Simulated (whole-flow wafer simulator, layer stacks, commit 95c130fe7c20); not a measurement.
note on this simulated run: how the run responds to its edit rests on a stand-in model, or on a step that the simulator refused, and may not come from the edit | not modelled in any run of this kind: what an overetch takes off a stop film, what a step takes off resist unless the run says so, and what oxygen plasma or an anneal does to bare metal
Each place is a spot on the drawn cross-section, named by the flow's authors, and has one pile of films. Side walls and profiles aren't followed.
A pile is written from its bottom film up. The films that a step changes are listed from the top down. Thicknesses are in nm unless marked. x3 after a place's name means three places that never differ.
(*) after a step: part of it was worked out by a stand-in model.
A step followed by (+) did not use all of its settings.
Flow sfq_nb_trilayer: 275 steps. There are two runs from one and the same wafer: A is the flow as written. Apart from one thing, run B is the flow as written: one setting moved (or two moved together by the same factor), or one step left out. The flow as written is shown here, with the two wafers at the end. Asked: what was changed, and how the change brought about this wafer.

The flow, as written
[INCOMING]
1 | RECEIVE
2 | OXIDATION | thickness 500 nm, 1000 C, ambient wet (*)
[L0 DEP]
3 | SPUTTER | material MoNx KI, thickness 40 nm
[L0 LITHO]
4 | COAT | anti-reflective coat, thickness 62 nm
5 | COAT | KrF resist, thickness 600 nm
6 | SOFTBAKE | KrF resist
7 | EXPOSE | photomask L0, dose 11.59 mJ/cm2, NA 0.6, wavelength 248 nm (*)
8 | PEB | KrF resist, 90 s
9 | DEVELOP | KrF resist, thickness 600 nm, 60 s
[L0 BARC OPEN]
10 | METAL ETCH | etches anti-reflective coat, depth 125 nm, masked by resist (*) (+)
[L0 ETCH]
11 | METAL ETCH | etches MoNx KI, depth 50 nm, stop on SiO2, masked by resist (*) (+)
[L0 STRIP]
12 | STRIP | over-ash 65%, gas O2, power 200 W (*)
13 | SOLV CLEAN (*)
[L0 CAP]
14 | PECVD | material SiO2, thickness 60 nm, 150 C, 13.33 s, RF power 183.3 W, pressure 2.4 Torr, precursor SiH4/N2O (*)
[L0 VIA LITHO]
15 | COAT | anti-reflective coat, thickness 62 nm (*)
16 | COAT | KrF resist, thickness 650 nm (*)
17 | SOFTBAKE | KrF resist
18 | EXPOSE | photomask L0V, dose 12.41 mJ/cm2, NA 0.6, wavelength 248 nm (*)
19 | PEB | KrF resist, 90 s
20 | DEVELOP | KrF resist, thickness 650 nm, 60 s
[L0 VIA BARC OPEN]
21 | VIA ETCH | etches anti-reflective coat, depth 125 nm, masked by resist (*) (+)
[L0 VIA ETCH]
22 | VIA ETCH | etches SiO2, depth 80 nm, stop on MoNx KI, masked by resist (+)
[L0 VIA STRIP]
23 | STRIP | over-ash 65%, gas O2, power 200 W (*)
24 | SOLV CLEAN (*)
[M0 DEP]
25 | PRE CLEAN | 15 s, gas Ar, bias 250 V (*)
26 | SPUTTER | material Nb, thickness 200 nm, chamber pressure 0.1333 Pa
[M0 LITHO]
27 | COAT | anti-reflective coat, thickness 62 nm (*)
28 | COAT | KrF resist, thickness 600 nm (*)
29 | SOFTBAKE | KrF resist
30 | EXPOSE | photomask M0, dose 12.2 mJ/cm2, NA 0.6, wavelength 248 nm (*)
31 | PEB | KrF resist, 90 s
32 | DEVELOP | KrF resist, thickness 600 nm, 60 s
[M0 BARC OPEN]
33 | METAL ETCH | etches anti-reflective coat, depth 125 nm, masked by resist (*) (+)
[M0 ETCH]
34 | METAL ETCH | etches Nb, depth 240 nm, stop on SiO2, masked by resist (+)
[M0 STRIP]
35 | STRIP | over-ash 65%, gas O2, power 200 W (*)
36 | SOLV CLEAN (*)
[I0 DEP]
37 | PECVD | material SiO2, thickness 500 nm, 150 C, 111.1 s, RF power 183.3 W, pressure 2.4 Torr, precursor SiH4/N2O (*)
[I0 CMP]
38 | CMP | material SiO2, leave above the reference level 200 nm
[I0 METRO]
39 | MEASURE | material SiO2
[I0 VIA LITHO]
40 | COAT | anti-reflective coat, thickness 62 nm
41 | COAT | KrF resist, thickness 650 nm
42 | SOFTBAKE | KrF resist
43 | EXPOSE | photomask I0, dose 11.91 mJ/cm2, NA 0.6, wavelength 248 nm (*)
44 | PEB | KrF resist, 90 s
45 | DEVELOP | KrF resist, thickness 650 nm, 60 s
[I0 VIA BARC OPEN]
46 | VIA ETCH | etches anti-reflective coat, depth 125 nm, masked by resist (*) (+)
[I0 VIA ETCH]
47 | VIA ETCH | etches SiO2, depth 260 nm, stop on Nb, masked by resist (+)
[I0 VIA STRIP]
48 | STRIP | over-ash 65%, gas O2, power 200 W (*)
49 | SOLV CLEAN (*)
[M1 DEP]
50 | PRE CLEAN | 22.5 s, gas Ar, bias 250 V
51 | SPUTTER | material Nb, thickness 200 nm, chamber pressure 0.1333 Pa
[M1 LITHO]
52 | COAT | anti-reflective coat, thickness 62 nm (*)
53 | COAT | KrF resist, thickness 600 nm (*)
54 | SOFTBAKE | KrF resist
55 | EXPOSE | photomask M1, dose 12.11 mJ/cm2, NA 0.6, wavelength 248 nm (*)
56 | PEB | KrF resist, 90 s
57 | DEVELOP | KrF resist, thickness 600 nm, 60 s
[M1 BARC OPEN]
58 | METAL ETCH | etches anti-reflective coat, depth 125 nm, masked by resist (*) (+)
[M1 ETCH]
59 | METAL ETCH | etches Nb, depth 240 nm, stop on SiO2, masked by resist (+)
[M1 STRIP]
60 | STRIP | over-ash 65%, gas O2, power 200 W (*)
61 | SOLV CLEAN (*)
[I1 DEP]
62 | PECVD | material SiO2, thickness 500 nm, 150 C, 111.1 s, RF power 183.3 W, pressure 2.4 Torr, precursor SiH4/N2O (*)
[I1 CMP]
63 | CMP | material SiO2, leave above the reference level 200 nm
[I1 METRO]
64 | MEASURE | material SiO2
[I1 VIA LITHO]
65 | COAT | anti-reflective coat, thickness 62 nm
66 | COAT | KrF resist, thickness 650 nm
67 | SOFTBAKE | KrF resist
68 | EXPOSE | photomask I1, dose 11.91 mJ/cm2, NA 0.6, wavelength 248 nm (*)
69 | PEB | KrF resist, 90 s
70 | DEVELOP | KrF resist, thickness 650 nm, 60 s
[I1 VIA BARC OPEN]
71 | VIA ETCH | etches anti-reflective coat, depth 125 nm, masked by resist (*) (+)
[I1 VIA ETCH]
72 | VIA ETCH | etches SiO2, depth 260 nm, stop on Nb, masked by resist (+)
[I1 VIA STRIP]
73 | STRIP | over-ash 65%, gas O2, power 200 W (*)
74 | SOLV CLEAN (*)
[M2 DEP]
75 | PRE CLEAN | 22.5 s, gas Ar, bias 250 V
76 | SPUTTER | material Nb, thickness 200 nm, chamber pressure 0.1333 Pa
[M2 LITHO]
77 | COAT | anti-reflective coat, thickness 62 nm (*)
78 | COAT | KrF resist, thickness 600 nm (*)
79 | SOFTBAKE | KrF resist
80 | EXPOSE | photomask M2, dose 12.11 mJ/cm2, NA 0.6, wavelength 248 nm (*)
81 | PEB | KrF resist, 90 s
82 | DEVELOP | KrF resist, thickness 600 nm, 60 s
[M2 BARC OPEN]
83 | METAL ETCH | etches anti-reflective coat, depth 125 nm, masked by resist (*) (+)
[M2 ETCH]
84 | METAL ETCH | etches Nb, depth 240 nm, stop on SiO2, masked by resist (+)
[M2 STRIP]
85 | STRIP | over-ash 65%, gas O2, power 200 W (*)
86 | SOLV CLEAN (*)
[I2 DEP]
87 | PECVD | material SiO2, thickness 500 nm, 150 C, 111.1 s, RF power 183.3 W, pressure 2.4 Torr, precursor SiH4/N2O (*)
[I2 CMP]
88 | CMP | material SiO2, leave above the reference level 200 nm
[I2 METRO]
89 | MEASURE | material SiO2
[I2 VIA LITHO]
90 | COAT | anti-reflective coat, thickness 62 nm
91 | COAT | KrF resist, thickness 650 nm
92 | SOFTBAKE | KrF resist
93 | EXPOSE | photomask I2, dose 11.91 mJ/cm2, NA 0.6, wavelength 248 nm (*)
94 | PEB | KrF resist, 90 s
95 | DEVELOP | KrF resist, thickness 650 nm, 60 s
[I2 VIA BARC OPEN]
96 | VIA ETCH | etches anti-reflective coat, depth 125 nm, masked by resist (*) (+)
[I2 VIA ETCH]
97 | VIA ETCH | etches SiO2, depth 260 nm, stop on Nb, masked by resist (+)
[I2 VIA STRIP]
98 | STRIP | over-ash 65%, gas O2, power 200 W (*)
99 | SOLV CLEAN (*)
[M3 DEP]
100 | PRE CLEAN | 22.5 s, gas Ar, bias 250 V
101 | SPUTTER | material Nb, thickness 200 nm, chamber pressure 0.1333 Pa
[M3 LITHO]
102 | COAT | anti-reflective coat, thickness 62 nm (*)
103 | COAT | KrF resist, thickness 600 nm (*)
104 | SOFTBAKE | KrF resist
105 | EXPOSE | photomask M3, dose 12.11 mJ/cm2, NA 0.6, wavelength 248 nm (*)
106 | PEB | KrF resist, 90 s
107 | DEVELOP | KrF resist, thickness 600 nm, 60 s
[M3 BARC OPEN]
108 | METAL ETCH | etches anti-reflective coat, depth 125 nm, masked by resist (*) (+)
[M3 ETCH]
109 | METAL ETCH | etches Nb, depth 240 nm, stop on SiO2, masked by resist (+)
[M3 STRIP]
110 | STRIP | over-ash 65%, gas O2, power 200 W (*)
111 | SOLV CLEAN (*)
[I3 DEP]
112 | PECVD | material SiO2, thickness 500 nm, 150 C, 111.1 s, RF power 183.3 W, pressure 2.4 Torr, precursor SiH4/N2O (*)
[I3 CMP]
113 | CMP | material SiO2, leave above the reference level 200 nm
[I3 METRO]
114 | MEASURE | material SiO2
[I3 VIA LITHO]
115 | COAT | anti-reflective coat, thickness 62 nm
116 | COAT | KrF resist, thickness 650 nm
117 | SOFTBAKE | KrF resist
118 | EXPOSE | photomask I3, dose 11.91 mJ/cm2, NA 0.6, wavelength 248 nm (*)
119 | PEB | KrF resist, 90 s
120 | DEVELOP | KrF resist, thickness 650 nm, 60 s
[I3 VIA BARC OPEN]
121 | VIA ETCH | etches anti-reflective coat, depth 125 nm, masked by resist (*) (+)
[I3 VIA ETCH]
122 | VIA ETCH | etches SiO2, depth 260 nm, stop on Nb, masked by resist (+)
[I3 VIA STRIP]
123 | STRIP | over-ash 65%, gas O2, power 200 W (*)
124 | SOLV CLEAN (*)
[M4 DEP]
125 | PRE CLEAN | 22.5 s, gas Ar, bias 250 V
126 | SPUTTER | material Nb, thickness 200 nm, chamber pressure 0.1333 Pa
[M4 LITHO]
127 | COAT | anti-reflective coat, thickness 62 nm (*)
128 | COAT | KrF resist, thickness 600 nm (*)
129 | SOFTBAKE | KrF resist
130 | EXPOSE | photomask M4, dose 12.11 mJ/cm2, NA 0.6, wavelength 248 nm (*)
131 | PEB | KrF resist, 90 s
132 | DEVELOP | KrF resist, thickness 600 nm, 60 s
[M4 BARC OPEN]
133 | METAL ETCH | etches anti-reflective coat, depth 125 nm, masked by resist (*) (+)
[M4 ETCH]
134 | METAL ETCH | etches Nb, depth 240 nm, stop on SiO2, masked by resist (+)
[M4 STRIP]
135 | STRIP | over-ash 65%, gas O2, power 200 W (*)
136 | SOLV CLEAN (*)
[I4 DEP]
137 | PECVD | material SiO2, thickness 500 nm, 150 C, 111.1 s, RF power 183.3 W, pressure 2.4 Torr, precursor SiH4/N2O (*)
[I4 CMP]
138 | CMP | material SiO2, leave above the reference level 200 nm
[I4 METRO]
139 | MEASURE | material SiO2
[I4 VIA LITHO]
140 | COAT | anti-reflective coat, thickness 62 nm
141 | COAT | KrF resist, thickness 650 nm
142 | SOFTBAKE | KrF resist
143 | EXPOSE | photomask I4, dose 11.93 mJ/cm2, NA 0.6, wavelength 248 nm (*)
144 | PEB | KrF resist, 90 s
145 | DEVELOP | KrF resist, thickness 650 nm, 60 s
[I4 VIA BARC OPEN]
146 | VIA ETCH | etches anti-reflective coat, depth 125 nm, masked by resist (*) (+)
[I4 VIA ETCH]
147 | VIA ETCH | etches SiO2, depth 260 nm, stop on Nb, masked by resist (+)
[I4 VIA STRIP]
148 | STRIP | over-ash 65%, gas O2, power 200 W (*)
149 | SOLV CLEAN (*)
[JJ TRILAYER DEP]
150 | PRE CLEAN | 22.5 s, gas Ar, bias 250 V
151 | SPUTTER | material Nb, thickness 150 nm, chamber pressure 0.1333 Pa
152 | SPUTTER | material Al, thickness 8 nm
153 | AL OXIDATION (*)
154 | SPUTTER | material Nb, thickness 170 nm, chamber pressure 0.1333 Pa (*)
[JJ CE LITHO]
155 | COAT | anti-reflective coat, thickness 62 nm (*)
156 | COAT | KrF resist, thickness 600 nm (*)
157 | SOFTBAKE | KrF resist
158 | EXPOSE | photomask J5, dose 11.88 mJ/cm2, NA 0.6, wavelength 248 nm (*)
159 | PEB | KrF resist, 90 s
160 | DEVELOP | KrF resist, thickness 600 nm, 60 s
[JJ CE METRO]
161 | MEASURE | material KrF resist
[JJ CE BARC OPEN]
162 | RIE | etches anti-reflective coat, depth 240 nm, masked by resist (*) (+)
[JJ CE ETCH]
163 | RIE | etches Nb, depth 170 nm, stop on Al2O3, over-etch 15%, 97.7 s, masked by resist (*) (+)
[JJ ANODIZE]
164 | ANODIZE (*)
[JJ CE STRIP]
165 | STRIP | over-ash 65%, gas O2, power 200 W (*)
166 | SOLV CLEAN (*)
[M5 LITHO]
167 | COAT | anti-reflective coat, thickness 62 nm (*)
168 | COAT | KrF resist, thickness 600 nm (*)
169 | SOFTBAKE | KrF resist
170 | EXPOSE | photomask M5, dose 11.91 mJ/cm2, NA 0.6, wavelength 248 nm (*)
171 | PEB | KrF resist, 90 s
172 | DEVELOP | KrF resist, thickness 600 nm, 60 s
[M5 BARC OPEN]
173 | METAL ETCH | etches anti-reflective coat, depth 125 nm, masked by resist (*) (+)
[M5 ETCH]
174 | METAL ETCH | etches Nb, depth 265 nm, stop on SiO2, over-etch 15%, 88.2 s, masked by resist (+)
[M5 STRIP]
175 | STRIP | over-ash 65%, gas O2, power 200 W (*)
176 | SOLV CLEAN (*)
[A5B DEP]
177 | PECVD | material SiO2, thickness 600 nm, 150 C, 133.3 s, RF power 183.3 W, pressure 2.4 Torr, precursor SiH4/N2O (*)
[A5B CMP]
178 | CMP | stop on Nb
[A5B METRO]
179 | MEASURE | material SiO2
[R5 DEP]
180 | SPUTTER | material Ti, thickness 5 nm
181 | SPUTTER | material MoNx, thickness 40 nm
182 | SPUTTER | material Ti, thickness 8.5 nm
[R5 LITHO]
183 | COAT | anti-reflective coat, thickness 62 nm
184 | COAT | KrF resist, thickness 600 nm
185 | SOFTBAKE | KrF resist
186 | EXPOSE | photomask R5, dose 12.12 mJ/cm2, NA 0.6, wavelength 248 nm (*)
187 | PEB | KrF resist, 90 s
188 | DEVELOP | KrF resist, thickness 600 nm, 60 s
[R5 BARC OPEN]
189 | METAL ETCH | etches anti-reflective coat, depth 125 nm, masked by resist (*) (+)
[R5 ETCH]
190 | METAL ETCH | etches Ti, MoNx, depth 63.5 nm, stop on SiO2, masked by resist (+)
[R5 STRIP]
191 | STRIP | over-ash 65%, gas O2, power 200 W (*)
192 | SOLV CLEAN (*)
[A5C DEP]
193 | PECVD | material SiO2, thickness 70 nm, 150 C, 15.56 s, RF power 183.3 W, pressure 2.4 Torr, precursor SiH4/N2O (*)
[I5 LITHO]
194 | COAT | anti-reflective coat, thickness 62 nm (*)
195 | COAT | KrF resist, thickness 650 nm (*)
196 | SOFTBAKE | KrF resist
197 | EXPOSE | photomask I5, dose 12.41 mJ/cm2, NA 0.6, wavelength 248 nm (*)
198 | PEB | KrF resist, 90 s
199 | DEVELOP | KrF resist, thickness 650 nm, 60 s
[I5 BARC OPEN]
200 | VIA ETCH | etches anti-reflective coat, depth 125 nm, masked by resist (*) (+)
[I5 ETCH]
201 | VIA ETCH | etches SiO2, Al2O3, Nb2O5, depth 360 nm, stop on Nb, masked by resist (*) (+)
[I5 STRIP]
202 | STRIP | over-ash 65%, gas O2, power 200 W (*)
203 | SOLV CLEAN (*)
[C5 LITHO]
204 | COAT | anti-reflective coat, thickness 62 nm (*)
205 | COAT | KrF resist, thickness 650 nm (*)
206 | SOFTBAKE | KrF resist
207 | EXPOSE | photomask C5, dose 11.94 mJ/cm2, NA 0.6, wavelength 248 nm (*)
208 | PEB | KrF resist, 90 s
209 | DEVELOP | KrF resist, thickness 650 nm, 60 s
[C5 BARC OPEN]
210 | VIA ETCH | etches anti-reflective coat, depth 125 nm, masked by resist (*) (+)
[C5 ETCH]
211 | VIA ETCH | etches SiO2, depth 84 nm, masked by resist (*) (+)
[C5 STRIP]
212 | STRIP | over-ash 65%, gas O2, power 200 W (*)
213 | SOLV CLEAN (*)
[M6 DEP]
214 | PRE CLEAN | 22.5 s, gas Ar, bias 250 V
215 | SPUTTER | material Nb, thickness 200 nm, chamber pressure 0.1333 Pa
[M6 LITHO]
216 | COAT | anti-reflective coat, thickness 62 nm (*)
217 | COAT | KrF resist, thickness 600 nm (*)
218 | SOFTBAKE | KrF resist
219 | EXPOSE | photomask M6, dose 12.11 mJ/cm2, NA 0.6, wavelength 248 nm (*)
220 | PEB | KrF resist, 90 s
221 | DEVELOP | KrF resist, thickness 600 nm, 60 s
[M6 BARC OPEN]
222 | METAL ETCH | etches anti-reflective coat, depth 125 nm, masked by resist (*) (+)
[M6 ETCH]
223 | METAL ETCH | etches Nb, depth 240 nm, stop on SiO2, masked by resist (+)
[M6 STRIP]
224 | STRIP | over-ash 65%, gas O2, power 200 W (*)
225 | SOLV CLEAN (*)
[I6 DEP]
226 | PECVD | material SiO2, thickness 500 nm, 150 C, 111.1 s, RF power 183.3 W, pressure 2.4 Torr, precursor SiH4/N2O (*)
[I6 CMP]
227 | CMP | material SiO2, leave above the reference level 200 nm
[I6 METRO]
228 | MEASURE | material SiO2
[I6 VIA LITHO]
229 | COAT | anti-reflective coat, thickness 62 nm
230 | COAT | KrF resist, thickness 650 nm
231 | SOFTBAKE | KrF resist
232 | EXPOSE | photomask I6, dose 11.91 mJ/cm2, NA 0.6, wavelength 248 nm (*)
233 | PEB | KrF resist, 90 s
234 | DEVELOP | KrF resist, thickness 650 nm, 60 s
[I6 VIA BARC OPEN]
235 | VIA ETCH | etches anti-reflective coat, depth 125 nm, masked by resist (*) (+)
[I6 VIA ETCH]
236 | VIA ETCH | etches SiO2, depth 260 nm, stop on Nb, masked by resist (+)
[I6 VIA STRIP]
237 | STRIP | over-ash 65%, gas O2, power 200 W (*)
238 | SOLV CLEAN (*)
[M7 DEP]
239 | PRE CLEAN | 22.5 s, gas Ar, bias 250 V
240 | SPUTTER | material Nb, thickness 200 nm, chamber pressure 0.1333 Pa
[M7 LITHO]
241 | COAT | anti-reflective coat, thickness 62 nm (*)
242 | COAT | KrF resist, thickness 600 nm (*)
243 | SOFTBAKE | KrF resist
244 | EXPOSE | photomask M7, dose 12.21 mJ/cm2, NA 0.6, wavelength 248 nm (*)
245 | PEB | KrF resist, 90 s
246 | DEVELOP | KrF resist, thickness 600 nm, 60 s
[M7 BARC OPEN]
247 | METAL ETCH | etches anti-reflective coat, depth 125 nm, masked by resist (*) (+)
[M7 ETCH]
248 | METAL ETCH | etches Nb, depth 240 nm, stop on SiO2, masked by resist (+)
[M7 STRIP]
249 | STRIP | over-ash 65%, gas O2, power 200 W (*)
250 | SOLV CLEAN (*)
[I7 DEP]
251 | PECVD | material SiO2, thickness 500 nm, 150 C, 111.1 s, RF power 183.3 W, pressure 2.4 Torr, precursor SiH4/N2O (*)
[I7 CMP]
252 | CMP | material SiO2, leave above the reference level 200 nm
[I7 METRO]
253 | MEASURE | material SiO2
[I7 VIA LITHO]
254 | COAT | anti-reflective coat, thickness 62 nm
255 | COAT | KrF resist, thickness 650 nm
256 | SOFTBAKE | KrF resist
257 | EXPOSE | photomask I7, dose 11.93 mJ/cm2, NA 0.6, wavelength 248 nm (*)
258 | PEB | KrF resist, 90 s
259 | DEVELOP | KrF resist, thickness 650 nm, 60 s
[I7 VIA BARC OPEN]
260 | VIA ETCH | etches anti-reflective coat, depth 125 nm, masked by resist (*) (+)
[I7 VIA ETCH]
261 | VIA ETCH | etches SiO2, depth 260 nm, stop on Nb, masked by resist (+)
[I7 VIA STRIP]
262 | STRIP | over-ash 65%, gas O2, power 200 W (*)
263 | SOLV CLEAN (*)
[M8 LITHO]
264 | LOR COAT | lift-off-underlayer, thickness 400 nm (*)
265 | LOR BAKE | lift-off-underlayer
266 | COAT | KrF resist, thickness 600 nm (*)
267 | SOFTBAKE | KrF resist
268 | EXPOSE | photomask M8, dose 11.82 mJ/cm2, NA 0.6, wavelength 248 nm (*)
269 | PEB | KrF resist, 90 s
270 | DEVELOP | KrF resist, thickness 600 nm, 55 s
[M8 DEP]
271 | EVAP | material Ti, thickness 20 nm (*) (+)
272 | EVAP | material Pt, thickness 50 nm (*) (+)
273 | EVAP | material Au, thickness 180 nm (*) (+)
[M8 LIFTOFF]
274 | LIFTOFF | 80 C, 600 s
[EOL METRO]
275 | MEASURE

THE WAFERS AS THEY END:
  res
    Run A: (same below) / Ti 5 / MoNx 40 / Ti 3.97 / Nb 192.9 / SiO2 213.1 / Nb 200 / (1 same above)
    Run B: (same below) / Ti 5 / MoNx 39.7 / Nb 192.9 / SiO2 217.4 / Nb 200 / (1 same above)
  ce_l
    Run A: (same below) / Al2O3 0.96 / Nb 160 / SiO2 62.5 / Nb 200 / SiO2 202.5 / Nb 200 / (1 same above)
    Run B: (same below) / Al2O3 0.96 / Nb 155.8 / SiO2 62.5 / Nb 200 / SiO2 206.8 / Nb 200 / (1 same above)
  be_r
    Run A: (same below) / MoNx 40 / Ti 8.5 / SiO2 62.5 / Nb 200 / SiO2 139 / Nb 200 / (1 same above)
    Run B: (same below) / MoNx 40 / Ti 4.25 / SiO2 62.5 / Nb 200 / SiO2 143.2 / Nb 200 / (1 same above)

The reason: step 182, SPUTTER: thickness 4.25 nm was run, though the flow has thickness 8.5 nm.
The wafer itself shows it: be_r has Ti 4.25, and step 182 as written asks for 8.5 nm.

How this came from the change, step by step:
  182 | SPUTTER | material Ti, thickness 8.5 nm
      field_l, v_sur, via_wl and 103 more: A +8.5 Ti (new film) | B +4.25 Ti (new film)
  190 | METAL ETCH | etches Ti, MoNx, depth 63.5 nm, stop on SiO2, masked by resist (+)
      field_l, v_sur, via_wl and 92 more: A -8.5 Ti (all of it), -40 MoNx (all of it), -5 Ti (all of it) | B -4.25 Ti (all of it), -40 MoNx (all of it), -5 Ti (all of it)
      ce_l, c5j, ce_r, wl_jj: A -8.5 Ti (all of it), -40 MoNx (all of it), -5 Ti (all of it), -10 Nb | B -4.25 Ti (all of it), -40 MoNx (all of it), -5 Ti (all of it), -14.2 Nb
  194 | COAT | anti-reflective coat, thickness 62 nm (*)
      r5r_spacepad_l, r5r_spacepad_r: A +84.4 anti-reflective coat (new film) | B +82.5 anti-reflective coat (new film)
      ce_l: A +67.2 anti-reflective coat (new film) | B +69.1 anti-reflective coat (new film)
      (and at 2 other places as well)
  202 | STRIP | over-ash 65%, gas O2, power 200 W (*)
      r5r_spacepad_l, r5r_spacepad_r: A -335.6 KrF resist (all of it), -84.4 anti-reflective coat (all of it) | B -335.5 KrF resist (all of it), -82.5 anti-reflective coat (all of it)
      ce_l: A -341.5 KrF resist (all of it), -67.2 anti-reflective coat (all of it) | B -342.6 KrF resist (all of it), -69.1 anti-reflective coat (all of it)
      (and at 2 other places as well)
  204 | COAT | anti-reflective coat, thickness 62 nm (*)
      r5r_spacepad_l, r5r_spacepad_r: A +84.4 anti-reflective coat (new film) | B +82.5 anti-reflective coat (new film)
      ce_l: A +66 anti-reflective coat (new film) | B +67.9 anti-reflective coat (new film)
      (and at 2 other places as well)
  212 | STRIP | over-ash 65%, gas O2, power 200 W (*)
      r5r_spacepad_l, r5r_spacepad_r: A -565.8 KrF resist (all of it), -84.4 anti-reflective coat (all of it) | B -565.3 KrF resist (all of it), -82.5 anti-reflective coat (all of it)
      ce_l: A -567.4 KrF resist (all of it), -66 anti-reflective coat (all of it) | B -568.2 KrF resist (all of it), -67.9 anti-reflective coat (all of it)
      (and at 2 other places as well)
  214 | PRE CLEAN | 22.5 s, gas Ar, bias 250 V
      res: A -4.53 Ti | B -4.25 Ti (all of it), -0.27 MoNx
  216 | COAT | anti-reflective coat, thickness 62 nm (*)
      r5r_spacepad_l, r5r_spacepad_r: A +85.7 anti-reflective coat (new film) | B +83.6 anti-reflective coat (new film)
      ce_l: A +48 anti-reflective coat (new film) | B +49.3 anti-reflective coat (new film)
      (and at 2 other places as well)
  222 | METAL ETCH | etches anti-reflective coat, depth 125 nm, masked by resist (*) (+)
      r5r_spacepad_l, r5r_spacepad_r: A -85.7 anti-reflective coat (all of it) | B -83.6 anti-reflective coat (all of it)
  224 | STRIP | over-ash 65%, gas O2, power 200 W (*)
      ce_l: A -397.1 KrF resist (all of it), -48 anti-reflective coat (all of it) | B -398.7 KrF resist (all of it), -49.3 anti-reflective coat (all of it)
      ce_r: A -403.5 KrF resist (all of it), -48.8 anti-reflective coat (all of it) | B -404.7 KrF resist (all of it), -50 anti-reflective coat (all of it)
      (and at 1 other place as well)
  227 | CMP | material SiO2, leave above the reference level 200 nm
      r5r_line_l, r5r_line_c, r5r_line_r: A -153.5 SiO2 | B -149.2 SiO2
      r5r_spacepad_l, r5r_spacepad_r: A -153.5 SiO2 | B -146.7 SiO2
